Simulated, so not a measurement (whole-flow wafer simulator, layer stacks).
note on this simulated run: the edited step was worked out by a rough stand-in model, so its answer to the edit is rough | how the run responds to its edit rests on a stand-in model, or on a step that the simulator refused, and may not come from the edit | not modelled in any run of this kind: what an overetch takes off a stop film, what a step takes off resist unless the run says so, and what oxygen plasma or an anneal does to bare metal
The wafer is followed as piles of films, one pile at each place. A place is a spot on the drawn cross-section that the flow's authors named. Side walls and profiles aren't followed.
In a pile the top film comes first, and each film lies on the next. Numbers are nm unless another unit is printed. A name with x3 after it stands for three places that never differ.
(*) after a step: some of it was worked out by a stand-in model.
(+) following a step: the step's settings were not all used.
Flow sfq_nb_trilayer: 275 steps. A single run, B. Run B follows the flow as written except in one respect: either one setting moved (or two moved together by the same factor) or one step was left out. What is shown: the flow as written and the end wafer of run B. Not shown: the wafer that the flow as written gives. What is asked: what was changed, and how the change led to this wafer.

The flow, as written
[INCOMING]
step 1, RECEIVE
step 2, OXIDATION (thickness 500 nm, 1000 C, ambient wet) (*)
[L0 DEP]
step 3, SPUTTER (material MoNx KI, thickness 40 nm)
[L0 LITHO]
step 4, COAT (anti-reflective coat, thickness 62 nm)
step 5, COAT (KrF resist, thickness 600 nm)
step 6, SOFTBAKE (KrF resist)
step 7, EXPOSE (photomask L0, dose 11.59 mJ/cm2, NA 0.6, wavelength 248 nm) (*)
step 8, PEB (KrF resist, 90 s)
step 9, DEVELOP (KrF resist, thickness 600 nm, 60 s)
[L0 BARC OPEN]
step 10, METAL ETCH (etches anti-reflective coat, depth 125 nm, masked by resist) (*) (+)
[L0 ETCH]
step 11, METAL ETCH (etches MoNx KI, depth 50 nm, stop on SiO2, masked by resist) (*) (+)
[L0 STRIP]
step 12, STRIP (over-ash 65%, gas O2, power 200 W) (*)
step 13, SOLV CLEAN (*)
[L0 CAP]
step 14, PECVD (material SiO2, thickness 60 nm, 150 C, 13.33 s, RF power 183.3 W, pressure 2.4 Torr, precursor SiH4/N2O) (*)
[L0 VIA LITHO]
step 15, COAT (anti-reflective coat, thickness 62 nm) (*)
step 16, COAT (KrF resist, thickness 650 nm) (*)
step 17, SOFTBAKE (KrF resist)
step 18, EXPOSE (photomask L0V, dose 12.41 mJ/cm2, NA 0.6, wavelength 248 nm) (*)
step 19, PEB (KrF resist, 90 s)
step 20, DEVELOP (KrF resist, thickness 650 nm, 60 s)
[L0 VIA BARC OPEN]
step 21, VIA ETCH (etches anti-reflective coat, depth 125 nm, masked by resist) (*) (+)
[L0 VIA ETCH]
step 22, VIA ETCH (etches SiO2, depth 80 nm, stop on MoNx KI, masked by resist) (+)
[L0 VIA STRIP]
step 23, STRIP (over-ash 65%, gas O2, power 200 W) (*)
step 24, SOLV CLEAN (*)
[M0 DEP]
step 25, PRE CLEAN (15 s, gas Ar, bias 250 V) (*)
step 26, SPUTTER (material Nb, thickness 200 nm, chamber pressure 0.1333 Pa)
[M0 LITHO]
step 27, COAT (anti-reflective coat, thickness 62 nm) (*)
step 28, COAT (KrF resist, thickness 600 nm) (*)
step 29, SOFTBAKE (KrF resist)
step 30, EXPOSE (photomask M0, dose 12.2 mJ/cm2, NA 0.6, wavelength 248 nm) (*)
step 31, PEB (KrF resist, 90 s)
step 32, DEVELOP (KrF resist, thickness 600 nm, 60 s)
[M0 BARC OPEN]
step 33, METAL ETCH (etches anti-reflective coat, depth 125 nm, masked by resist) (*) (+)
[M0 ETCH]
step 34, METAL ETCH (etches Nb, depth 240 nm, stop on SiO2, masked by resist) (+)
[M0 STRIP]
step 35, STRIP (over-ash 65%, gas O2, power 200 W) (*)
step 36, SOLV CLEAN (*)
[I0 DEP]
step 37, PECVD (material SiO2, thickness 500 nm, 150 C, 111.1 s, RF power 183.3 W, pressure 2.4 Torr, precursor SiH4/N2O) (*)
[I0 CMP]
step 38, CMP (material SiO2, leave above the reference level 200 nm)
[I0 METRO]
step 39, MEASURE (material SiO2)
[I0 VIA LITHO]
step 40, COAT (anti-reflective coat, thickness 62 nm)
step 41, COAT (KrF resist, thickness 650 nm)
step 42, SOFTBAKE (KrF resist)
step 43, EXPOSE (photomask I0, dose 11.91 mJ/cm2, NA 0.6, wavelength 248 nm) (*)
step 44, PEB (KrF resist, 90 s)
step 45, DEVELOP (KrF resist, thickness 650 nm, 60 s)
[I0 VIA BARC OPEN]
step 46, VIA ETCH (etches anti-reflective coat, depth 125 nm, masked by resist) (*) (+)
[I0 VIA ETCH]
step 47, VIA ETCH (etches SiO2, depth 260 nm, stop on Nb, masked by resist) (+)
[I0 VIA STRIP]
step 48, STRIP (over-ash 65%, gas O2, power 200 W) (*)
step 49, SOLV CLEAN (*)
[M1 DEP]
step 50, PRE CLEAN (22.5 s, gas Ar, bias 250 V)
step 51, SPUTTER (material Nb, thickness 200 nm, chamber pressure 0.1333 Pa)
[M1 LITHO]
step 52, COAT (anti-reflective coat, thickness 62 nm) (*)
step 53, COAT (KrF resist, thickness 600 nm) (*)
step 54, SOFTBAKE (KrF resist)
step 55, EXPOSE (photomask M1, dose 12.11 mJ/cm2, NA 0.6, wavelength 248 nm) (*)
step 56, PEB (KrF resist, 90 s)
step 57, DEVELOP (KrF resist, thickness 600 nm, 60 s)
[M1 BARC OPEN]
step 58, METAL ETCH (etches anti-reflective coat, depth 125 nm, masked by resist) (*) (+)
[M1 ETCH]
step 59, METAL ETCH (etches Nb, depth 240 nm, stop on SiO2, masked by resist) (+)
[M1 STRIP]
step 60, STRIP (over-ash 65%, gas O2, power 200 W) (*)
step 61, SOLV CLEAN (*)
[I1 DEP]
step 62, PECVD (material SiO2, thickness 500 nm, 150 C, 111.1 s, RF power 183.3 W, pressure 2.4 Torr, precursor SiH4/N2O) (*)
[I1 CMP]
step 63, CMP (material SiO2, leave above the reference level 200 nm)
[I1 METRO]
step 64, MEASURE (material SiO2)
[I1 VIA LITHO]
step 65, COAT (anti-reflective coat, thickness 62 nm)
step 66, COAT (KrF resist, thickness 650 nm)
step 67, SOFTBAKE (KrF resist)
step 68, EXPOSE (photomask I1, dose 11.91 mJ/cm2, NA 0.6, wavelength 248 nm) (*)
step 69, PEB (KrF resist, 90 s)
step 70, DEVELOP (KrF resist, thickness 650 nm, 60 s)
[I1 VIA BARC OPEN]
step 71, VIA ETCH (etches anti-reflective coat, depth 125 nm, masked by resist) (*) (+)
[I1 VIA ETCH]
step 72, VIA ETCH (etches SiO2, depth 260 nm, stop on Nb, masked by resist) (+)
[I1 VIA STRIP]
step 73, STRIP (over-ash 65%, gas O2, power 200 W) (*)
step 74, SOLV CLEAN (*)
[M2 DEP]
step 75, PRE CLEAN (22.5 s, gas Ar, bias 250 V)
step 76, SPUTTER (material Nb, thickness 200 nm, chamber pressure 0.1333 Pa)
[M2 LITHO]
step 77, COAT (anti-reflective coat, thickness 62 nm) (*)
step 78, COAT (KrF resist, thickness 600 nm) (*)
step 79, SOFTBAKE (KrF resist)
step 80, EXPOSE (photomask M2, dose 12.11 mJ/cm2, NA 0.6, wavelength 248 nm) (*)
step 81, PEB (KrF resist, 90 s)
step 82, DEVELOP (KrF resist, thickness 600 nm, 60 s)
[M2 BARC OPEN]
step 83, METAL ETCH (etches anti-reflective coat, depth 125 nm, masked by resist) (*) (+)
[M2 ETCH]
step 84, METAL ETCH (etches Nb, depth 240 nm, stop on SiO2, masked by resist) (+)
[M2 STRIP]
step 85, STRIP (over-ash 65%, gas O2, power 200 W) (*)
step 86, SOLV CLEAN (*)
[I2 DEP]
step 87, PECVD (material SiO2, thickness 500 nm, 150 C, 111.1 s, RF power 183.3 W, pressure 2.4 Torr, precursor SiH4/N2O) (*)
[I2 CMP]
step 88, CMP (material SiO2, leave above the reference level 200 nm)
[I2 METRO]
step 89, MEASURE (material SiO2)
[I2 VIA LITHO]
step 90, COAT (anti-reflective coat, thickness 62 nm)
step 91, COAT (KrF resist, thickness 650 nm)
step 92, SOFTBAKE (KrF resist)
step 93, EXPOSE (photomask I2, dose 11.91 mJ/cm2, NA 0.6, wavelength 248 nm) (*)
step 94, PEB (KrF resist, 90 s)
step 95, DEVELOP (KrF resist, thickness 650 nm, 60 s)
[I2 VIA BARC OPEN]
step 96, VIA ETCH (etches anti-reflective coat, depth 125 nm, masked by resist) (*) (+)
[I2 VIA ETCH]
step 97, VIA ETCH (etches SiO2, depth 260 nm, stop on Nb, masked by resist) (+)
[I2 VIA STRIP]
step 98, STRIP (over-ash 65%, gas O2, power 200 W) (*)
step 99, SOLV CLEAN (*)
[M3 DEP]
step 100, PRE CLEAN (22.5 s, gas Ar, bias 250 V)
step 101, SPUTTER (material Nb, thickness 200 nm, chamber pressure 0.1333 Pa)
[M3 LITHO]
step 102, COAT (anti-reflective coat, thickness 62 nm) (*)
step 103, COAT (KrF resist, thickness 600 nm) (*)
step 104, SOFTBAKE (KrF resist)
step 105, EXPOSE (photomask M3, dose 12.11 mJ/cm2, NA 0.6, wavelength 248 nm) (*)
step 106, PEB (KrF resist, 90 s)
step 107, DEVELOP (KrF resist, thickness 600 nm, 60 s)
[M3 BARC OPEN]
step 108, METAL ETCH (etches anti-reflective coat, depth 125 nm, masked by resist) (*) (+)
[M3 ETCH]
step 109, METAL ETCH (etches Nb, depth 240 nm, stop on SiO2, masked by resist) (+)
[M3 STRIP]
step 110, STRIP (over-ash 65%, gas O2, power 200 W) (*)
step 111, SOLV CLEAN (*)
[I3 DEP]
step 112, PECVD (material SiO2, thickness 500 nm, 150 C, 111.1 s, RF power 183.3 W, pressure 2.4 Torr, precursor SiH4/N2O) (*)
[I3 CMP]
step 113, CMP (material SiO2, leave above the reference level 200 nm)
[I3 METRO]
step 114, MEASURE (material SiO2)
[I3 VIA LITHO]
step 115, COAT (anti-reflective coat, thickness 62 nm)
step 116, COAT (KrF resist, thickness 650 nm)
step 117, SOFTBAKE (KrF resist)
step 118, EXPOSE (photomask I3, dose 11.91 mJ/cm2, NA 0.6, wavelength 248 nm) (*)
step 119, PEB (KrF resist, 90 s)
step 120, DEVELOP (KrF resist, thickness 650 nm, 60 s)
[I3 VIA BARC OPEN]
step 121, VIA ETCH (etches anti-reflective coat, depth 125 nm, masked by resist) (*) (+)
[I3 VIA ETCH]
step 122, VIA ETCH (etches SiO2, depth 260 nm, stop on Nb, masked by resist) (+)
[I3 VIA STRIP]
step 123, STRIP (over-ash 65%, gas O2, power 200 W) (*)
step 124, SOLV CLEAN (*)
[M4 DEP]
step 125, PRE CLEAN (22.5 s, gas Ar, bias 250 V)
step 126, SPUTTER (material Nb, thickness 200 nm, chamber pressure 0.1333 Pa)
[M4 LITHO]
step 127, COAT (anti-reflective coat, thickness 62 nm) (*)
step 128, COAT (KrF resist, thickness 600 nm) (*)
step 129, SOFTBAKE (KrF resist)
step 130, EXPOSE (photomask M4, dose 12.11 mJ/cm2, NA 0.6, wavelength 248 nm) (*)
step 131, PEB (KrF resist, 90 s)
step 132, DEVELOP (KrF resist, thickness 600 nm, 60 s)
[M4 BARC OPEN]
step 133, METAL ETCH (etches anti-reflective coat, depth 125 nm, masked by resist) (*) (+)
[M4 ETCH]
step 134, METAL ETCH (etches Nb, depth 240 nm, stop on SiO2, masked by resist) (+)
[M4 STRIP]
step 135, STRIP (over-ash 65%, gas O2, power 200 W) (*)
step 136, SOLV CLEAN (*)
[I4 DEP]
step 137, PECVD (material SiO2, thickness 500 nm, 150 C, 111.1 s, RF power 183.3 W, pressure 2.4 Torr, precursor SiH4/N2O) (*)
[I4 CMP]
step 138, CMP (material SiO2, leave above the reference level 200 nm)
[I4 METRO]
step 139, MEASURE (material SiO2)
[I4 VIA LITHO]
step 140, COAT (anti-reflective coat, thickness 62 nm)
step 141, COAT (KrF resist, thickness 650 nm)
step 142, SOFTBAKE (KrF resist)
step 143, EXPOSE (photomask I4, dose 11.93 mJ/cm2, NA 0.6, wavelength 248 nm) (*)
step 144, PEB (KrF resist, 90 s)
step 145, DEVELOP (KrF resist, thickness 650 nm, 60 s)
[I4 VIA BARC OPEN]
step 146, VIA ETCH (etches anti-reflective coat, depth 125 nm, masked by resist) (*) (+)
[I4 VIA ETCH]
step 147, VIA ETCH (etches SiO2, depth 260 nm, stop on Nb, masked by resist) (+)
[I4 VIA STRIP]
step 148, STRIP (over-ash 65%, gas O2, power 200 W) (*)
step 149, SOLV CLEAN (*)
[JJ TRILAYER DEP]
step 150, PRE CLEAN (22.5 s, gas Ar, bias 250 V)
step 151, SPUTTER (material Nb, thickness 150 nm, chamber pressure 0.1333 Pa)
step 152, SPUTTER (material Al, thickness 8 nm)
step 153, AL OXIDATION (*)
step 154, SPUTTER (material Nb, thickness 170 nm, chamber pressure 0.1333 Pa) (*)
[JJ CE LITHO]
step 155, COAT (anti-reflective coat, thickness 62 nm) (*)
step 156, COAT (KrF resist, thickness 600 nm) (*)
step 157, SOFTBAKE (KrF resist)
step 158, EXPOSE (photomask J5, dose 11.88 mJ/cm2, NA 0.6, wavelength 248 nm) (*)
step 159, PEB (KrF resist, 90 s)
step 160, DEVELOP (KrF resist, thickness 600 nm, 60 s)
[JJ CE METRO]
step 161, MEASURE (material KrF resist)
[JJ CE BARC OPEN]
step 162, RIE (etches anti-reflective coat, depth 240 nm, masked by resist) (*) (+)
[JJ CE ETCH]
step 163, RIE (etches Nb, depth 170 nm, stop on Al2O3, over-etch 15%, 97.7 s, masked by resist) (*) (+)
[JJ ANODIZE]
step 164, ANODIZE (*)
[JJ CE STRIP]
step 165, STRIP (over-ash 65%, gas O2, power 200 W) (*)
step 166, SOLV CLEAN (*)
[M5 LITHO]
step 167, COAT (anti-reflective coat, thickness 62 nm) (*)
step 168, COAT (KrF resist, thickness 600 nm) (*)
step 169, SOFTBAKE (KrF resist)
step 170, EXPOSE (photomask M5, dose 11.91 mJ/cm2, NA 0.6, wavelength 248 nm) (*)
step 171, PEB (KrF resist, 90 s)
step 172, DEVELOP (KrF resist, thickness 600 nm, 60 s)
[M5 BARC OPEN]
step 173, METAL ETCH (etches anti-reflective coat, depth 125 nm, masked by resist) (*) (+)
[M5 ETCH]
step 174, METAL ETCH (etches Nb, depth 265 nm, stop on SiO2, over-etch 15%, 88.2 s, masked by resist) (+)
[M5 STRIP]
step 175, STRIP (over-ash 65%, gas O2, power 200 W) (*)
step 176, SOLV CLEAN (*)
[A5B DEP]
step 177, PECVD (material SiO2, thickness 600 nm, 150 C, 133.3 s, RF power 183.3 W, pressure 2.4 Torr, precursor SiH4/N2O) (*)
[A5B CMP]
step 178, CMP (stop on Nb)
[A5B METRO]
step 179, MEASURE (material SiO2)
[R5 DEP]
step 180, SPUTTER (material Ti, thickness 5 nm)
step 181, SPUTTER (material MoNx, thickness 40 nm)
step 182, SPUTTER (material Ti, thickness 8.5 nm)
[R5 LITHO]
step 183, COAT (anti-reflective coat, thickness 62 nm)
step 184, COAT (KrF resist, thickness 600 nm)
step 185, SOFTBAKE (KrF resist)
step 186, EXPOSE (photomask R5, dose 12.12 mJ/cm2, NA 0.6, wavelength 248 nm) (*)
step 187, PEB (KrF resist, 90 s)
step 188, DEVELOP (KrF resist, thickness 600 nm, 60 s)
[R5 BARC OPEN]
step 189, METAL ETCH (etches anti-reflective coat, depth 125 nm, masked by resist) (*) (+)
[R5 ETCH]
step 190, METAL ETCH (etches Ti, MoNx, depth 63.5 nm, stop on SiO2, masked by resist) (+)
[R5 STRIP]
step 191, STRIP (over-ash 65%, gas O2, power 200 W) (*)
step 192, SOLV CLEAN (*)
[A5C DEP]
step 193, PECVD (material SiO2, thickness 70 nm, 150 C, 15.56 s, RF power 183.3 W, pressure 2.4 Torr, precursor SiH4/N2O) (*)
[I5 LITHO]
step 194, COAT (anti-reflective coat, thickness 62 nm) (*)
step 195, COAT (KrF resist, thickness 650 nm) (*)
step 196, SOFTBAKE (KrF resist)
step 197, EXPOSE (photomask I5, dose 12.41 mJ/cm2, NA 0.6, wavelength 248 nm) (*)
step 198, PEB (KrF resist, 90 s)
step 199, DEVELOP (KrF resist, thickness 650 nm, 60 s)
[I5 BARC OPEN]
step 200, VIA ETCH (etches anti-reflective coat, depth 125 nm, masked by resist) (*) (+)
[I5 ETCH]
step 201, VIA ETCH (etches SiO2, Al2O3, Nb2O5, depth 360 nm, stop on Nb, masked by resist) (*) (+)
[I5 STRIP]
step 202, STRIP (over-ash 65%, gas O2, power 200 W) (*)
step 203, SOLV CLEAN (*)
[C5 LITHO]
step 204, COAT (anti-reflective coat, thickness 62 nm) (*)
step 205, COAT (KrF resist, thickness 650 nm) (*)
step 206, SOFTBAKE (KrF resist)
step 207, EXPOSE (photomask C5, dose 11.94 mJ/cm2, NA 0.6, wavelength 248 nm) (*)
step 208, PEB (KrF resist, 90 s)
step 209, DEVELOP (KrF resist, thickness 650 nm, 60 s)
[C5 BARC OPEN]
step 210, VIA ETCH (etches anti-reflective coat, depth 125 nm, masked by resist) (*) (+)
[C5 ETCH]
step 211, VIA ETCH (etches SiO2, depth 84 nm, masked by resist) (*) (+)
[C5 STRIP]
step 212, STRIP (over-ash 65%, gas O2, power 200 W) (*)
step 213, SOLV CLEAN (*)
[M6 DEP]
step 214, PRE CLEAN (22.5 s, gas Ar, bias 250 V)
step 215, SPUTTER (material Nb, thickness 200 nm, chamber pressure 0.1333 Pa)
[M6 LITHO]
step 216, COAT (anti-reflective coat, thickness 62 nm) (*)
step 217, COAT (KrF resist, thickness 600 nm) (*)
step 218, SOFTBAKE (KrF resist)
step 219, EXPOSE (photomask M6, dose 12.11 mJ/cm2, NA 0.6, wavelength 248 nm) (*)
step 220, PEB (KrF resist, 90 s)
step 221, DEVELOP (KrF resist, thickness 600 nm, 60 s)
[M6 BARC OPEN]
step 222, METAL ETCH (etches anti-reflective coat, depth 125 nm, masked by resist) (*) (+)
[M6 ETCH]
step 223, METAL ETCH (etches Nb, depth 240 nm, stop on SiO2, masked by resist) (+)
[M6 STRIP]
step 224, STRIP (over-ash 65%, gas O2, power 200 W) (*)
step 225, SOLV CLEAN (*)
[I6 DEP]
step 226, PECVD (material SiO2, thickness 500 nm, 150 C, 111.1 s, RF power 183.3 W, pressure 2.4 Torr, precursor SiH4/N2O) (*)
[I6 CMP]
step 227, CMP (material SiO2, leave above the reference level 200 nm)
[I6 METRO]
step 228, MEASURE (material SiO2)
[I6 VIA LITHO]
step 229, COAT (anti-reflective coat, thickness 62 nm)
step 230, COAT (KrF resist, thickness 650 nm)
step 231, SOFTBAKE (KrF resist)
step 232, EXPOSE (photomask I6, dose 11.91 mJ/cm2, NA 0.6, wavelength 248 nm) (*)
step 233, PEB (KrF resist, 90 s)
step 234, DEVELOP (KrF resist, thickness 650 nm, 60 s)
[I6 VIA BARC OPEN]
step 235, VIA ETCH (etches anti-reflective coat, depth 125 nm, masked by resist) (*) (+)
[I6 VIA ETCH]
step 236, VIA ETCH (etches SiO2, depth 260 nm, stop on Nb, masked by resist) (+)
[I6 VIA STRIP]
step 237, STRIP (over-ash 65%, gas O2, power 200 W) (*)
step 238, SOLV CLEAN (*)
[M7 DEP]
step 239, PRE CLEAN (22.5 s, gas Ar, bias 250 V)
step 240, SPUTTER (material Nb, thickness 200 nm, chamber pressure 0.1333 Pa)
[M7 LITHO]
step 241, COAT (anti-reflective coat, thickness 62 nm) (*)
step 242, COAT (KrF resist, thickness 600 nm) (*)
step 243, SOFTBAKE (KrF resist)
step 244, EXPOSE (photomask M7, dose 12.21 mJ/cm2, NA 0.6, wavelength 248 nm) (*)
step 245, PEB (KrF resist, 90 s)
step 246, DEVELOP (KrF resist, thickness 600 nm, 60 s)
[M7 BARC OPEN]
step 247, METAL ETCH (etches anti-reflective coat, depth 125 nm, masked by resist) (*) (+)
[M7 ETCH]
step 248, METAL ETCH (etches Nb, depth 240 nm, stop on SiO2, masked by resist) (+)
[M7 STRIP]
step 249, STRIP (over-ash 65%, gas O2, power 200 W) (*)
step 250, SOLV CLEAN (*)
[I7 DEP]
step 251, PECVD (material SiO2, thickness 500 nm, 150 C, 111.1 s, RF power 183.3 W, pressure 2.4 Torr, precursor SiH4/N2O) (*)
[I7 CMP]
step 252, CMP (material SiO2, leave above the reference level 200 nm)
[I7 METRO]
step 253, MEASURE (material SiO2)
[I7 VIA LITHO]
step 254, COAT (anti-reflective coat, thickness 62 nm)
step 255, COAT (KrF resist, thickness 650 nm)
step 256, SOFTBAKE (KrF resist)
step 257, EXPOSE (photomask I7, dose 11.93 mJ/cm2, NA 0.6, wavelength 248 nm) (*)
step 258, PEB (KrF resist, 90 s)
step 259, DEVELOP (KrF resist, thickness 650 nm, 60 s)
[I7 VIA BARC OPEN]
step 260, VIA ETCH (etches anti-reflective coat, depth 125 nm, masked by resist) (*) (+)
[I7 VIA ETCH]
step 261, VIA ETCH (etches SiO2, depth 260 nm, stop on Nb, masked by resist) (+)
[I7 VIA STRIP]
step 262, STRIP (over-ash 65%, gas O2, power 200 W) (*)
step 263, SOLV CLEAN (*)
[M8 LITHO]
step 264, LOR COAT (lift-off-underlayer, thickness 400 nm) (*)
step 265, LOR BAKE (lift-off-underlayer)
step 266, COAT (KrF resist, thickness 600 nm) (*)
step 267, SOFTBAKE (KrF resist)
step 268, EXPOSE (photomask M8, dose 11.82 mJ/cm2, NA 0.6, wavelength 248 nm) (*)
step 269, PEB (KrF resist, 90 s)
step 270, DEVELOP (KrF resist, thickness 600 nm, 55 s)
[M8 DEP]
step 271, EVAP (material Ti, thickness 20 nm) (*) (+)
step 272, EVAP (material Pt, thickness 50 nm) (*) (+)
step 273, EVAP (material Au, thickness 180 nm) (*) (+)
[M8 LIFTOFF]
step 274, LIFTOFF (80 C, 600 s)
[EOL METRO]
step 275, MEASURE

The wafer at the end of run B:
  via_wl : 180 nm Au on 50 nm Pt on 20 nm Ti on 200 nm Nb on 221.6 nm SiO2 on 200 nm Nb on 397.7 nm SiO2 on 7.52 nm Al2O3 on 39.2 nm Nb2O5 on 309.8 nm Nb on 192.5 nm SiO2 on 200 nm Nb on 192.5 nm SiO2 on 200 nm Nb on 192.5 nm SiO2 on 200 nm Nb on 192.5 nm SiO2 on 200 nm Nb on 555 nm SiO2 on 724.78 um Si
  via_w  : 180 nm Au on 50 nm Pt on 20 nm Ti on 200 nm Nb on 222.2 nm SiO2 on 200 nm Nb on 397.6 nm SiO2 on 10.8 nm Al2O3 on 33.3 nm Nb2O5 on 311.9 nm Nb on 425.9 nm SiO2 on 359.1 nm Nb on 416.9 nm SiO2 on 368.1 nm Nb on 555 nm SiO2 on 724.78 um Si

The reason: step 177, PECVD: thickness 354 nm was run, while the flow as written has thickness 600 nm; step 177, PECVD: 78.67 s was run, where the flow has 133.3 s.

The path from the change to this, step by step:
  step 177, PECVD (material SiO2, thickness 600 nm, 150 C, 133.3 s, RF power 183.3 W, pressure 2.4 Torr, precursor SiH4/N2O) (*)
      v_sur, via_sp, via_v and 47 more: SiO2 gains 354 (new film) (it would be, as written: SiO2 gains 600 (new film))
      field_l, p4_fl x3, p4_w1 x9 and 29 more: SiO2 gains 354 (it would be, as written: SiO2 gains 600)
      (also at 14 further places)
  step 178, CMP (stop on Nb)
      via_wl, via_wr: nothing (it would be, as written: SiO2 loses 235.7)
      via_w: nothing (it would be, as written: SiO2 loses 235.2)
      (also at 103 further places)
  step 181, SPUTTER (material MoNx, thickness 40 nm)
      via_wl, via_wr: MoNx gains 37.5 (new film) (it would be, as written: MoNx gains 40 (new film))
  step 182, SPUTTER (material Ti, thickness 8.5 nm)
      via_wl, via_wr: Ti gains 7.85 (new film) (it would be, as written: Ti gains 8.5 (new film))
  step 183, COAT (anti-reflective coat, thickness 62 nm)
      via_wl, via_wr: anti-reflective coat gains 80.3 (new film) (it would be, as written: anti-reflective coat gains 62 (new film))
      v_sur: anti-reflective coat gains 57.9 (new film) (it would be, as written: anti-reflective coat gains 62 (new film))
      (also at 2 further places)
  step 184, COAT (KrF resist, thickness 600 nm)
      via_w: KrF resist gains 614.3 (new film) (it would be, as written: KrF resist gains 600 (new film))
  step 188, DEVELOP (KrF resist, thickness 600 nm, 60 s)
      via_w: KrF resist loses 613 (all of it) (it would be, as written: KrF resist loses 598.7 (all of it))
  step 189, METAL ETCH (etches anti-reflective coat, depth 125 nm, masked by resist) (*) (+)
      via_wl, via_wr: anti-reflective coat loses 80.3 (all of it) (it would be, as written: anti-reflective coat loses 62 (all of it))
      v_sur: anti-reflective coat loses 57.9 (all of it) (it would be, as written: anti-reflective coat loses 62 (all of it))
      (also at 2 further places)
  step 190, METAL ETCH (etches Ti, MoNx, depth 63.5 nm, stop on SiO2, masked by resist) (+)
      via_wl, via_wr: Ti loses 7.85 (all of it), MoNx loses 37.5 (all of it), Ti loses 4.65 (all of it) (it would be, as written: Ti loses 8.5 (all of it), MoNx loses 40 (all of it), Ti loses 5 (all of it))
  step 194, COAT (anti-reflective coat, thickness 62 nm) (*)
      v_sur: anti-reflective coat gains 58 (new film) (it would be, as written: anti-reflective coat gains 62.2 (new film))
      via_wl: anti-reflective coat gains 76.4 (new film) (it would be, as written: anti-reflective coat gains 62.2 (new film))
      (also at 3 further places)
  step 195, COAT (KrF resist, thickness 650 nm) (*)
      via_w: KrF resist gains 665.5 (new film) (it would be, as written: KrF resist gains 650.6 (new film))
  step 202, STRIP (over-ash 65%, gas O2, power 200 W) (*)
      v_sur: KrF resist loses 332.9 (all of it), anti-reflective coat loses 58 (all of it) (it would be, as written: KrF resist loses 333.7 (all of it), anti-reflective coat loses 62.2 (all of it))
      via_wl: KrF resist loses 342.2 (all of it), anti-reflective coat loses 76.4 (all of it) (it would be, as written: KrF resist loses 333.7 (all of it), anti-reflective coat loses 62.2 (all of it))
      (also at 3 further places)
  step 204, COAT (anti-reflective coat, thickness 62 nm) (*)
      v_sur: anti-reflective coat gains 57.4 (new film) (it would be, as written: anti-reflective coat gains 61.6 (new film))
      via_wl: anti-reflective coat gains 75.8 (new film) (it would be, as written: anti-reflective coat gains 61.6 (new film))
      (also at 3 further places)
  step 205, COAT (KrF resist, thickness 650 nm) (*)
      via_w: KrF resist gains 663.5 (new film) (it would be, as written: KrF resist gains 648.6 (new film))
  step 212, STRIP (over-ash 65%, gas O2, power 200 W) (*)
      v_sur: KrF resist loses 561.5 (all of it), anti-reflective coat loses 57.4 (all of it) (it would be, as written: KrF resist loses 562.4 (all of it), anti-reflective coat loses 61.6 (all of it))
      via_wl: KrF resist loses 570.6 (all of it), anti-reflective coat loses 75.8 (all of it) (it would be, as written: KrF resist loses 562.3 (all of it), anti-reflective coat loses 61.6 (all of it))
      (also at 3 further places)
  step 216, COAT (anti-reflective coat, thickness 62 nm) (*)
      v_sur: anti-reflective coat gains 57 (new film) (it would be, as written: anti-reflective coat gains 61.6 (new film))
      via_wl: anti-reflective coat gains 74.4 (new film) (it would be, as written: anti-reflective coat gains 61.5 (new film))
      (also at 3 further places)
  ... another 2 steps ...
  step 227, CMP (material SiO2, leave above the reference level 200 nm)
      via_wl, via_wr: SiO2 loses 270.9 (it would be, as written: SiO2 loses 300)
      via_w: SiO2 loses 270.3 (it would be, as written: SiO2 loses 300)
